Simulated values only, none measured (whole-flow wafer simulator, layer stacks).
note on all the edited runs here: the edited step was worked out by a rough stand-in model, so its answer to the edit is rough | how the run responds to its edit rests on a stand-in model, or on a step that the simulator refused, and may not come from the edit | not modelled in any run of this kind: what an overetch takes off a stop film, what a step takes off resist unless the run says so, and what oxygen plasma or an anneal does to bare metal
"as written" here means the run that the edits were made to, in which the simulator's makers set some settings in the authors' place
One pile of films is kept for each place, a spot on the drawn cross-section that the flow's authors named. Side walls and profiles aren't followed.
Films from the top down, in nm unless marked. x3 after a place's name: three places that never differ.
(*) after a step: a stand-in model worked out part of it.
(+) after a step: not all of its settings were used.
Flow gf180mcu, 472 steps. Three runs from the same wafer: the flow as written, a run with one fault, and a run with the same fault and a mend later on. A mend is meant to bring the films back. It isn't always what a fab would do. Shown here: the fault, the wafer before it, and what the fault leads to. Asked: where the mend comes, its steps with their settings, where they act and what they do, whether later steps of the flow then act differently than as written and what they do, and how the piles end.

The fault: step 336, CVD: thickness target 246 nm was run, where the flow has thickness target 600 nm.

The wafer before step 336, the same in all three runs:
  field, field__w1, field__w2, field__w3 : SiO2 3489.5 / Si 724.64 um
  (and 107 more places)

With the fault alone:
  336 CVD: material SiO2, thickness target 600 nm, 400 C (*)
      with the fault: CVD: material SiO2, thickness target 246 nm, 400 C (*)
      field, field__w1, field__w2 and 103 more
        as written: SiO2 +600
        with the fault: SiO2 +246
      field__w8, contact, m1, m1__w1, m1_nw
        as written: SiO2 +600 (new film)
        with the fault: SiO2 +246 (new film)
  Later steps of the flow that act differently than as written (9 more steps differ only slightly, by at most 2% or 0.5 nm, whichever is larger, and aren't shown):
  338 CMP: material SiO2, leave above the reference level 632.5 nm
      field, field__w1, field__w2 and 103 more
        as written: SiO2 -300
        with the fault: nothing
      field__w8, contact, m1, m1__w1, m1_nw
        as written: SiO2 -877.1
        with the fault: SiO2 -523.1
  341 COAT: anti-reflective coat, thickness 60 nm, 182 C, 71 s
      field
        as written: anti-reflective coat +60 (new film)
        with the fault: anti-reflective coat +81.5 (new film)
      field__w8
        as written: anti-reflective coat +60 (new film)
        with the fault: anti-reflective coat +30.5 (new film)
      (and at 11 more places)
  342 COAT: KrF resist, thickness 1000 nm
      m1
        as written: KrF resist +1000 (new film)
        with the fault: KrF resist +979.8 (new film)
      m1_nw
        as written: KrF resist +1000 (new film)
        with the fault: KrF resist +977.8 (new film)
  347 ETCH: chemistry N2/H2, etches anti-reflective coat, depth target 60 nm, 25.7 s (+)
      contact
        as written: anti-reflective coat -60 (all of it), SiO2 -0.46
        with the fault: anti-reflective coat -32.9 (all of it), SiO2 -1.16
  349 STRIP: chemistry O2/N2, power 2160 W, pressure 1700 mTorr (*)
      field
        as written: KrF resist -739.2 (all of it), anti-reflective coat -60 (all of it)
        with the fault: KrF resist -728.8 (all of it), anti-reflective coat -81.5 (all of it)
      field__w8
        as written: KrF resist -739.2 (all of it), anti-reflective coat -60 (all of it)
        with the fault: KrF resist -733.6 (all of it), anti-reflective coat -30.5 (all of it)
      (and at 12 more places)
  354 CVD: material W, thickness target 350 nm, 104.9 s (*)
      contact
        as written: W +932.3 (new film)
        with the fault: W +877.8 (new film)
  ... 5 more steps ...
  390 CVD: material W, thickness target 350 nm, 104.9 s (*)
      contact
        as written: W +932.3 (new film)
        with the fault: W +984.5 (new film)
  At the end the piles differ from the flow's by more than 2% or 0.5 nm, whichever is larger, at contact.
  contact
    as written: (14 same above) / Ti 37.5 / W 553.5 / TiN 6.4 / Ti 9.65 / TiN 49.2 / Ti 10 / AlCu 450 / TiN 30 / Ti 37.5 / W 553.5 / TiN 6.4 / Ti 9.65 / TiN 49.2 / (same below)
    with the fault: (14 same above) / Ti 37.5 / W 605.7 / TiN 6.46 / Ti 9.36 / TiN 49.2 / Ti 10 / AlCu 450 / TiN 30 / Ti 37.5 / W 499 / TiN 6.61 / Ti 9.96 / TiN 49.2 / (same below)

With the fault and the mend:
  The mend comes after step 336.
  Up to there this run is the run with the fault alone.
  336a CVD: material SiO2, thickness target 354 nm, 400 C (*) (the flow's step 336 once more, with other settings)
      field, field__w1, field__w2 and 108 more
        SiO2 +354
  No later step of the flow acts differently than as written at any place that is followed.
  At the end the piles are the same as the flow's at every place that both follow.
